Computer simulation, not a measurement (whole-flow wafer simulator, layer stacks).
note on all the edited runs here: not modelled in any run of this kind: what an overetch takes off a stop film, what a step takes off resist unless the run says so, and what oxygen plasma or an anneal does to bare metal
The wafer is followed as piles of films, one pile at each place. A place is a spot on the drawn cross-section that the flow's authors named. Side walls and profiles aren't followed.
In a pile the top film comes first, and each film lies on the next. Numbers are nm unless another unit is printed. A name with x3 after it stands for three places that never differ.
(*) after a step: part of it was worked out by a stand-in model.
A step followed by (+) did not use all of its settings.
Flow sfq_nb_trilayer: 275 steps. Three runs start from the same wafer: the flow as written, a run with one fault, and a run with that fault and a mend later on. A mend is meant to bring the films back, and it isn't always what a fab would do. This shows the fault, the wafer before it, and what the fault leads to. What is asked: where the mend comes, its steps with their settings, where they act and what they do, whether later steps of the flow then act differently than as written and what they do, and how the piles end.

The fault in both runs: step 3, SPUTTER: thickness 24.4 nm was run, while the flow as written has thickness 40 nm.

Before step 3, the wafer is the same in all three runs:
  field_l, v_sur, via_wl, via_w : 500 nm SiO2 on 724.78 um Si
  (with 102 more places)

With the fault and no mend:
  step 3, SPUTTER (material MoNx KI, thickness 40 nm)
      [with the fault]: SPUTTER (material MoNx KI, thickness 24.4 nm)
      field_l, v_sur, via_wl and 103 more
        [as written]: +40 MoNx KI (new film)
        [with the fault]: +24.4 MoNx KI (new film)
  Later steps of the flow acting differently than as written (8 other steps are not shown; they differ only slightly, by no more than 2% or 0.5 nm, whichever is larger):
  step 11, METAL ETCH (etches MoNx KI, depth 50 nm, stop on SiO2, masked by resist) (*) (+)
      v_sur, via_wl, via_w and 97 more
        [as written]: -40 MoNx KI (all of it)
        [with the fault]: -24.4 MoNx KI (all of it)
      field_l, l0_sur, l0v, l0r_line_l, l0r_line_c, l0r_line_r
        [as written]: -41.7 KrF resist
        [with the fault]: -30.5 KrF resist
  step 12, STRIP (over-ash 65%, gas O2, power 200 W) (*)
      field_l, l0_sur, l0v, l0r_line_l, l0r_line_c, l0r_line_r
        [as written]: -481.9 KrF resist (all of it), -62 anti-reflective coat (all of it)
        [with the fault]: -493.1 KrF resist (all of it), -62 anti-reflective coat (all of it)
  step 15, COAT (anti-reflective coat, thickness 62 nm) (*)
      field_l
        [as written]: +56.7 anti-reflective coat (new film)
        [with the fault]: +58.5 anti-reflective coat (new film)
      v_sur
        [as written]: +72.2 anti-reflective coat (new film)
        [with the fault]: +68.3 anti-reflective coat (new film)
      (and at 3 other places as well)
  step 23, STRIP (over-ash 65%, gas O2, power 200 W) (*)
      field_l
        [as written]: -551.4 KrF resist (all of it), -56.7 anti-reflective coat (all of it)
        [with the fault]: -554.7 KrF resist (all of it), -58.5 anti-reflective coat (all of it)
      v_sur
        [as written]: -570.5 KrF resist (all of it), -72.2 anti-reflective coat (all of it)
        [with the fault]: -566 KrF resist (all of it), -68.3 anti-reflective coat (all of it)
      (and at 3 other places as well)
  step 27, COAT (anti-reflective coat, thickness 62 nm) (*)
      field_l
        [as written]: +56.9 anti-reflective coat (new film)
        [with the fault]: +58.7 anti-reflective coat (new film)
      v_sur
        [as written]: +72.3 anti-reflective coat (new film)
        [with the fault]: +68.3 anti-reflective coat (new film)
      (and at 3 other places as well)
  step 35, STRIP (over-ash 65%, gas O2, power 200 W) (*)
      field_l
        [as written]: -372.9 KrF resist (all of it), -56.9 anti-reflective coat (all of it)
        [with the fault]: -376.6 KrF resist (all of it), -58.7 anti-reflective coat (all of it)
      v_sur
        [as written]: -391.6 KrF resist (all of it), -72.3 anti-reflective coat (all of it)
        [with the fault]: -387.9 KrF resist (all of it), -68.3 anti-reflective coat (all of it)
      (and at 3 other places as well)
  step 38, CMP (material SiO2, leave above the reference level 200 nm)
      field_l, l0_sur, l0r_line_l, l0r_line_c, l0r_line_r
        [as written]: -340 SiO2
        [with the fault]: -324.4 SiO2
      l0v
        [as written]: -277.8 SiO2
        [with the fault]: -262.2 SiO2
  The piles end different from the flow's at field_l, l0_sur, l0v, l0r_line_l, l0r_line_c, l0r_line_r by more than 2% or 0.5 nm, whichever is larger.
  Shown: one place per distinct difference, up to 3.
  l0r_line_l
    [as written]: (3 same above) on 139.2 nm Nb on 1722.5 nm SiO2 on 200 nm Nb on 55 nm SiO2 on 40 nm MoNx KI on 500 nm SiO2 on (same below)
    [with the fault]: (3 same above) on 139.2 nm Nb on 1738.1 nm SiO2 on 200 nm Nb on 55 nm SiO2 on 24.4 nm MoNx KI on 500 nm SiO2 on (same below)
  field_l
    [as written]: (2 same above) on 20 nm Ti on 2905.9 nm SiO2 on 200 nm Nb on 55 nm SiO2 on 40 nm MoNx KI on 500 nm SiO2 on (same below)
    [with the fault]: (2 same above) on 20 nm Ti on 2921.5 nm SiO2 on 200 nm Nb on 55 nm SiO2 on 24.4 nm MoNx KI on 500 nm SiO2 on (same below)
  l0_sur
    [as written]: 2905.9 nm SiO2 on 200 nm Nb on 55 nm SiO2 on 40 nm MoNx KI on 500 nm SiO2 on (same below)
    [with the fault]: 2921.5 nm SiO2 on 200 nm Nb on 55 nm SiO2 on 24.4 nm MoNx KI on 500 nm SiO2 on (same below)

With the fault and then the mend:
  After step 3 comes the mend.
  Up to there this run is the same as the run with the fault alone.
  step 3a, SPUTTER (material MoNx KI, thickness 15.6 nm) (the flow's step 3, run once more with other settings)
      field_l, v_sur, via_wl and 103 more
        +15.6 MoNx KI
  Every later step of the flow that is run acts as written at every place that is followed.
  The piles end the same as the flow's at every place that both follow.
